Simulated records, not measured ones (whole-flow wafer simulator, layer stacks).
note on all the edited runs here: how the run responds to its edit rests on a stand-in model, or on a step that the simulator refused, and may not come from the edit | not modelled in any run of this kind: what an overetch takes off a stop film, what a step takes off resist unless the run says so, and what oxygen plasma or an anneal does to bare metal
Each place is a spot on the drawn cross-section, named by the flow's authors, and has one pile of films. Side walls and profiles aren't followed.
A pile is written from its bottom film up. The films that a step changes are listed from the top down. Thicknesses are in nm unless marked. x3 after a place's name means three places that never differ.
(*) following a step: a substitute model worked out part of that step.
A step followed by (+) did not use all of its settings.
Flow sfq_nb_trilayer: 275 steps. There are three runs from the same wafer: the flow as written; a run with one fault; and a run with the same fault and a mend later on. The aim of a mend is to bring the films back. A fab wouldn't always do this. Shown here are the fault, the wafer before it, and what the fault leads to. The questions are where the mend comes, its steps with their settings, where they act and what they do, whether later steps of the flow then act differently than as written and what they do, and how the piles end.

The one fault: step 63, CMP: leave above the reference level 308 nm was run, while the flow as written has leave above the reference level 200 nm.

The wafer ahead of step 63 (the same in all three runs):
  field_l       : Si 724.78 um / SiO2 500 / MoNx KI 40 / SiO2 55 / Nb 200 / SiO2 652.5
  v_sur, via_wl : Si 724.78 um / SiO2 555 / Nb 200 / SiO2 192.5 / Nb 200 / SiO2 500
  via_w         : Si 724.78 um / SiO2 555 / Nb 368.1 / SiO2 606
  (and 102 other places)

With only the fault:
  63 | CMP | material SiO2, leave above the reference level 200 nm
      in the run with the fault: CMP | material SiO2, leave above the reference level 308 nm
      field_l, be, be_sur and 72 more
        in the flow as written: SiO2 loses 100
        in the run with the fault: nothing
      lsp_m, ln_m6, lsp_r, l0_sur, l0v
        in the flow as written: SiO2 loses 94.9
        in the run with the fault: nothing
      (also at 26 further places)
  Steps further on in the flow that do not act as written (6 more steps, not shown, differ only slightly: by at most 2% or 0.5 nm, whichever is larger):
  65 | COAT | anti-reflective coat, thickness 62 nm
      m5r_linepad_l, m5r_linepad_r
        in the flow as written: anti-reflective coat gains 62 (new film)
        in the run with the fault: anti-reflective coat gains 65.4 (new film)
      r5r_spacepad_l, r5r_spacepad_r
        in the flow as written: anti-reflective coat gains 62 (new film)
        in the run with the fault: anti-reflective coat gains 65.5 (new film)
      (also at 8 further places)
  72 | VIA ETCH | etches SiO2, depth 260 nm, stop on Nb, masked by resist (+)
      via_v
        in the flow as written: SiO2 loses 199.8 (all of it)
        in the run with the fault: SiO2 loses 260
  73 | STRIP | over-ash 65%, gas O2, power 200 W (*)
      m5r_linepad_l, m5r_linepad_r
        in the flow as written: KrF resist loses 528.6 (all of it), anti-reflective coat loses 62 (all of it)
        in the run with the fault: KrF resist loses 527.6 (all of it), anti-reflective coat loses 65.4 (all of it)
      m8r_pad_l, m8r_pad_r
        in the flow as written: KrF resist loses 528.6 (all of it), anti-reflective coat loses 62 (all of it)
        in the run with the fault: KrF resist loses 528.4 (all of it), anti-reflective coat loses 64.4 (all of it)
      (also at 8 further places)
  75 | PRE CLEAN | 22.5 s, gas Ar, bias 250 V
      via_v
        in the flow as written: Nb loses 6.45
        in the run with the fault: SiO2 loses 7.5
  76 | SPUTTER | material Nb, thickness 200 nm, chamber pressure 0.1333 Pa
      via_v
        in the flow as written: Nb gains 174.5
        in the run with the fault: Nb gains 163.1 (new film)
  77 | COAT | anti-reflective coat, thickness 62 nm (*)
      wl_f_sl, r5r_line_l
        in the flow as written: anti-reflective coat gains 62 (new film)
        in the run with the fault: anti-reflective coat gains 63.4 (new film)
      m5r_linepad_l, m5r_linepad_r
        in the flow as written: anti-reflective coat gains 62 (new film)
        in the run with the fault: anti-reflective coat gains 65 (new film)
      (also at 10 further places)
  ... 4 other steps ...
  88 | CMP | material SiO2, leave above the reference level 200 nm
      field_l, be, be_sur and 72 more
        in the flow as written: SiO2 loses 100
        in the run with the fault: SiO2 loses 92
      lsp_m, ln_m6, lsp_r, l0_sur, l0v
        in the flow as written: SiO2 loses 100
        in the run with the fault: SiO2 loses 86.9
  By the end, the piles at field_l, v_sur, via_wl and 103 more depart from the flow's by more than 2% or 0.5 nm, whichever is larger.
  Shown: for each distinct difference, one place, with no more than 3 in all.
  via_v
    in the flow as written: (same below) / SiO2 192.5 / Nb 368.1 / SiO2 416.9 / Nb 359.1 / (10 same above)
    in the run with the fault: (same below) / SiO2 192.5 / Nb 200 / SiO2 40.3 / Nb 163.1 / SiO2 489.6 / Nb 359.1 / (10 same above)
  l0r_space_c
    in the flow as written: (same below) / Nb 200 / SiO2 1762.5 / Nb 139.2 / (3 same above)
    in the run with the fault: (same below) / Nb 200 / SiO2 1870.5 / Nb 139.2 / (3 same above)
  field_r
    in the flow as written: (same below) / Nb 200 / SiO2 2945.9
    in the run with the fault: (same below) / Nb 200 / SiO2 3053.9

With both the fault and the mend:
  After step 70 comes the mend.
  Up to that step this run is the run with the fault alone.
  70a | STRIP | over-ash 65%, gas O2, power 200 W (*)
      p4_w1, p3_s2, p3_l3, p3_s3, p3_l4, p3_s4, p3_l5, p3_s5
        KrF resist loses 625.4 (all of it), anti-reflective coat loses 62.1 (all of it)
      m0r_line_l, m0r_line_r, r5r_space_c, m6r_line_l, m6r_line_r, m7r_line_l, m7r_line_r
        KrF resist loses 626.5 (all of it), anti-reflective coat loses 62.2 (all of it)
      m0r_space_l, m0r_space_r, m6r_space_l, m6r_space_r, m7r_space_l, m7r_space_r
        KrF resist loses 625.9 (all of it), anti-reflective coat loses 63.1 (all of it)
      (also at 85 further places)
  70b | CMP | material SiO2, leave above the reference level 200 nm (the flow's step 63 again)
      field_l, be, be_sur and 72 more
        SiO2 loses 100
      v_sur, via_wl, via_w and 23 more
        SiO2 loses 108
      lsp_m, ln_m6, lsp_r, l0_sur, l0v
        SiO2 loses 94.9
  70c | COAT | anti-reflective coat, thickness 62 nm (the flow's step 65 again)
      field_l, v_sur, via_wl and 103 more
        anti-reflective coat gains 62 (new film)
  70d | COAT | KrF resist, thickness 650 nm (the flow's step 66 again)
      field_l, v_sur, via_wl and 103 more
        KrF resist gains 650 (new film)
  70e | SOFTBAKE | KrF resist (the flow's step 67 again)
      alters no film at any place that is followed
  70f | EXPOSE | photomask I1, dose 11.91 mJ/cm2, NA 0.6, wavelength 248 nm (*) (the flow's step 68 again)
      alters no film at any place that is followed
  70g | PEB | KrF resist, 90 s (the flow's step 69 again)
      field_l, v_sur, via_wl and 103 more
        KrF resist loses 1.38
  70h | DEVELOP | KrF resist, thickness 650 nm, 60 s (the flow's step 70 again)
      field_l, v_sur, via_wl and 102 more
        KrF resist loses 23.5
      via_v
        KrF resist loses 648.6 (all of it)
  None of the later steps of the flow acts differently than as written at any place that is followed.
  The piles end the same as the flow's at every place that both follow.
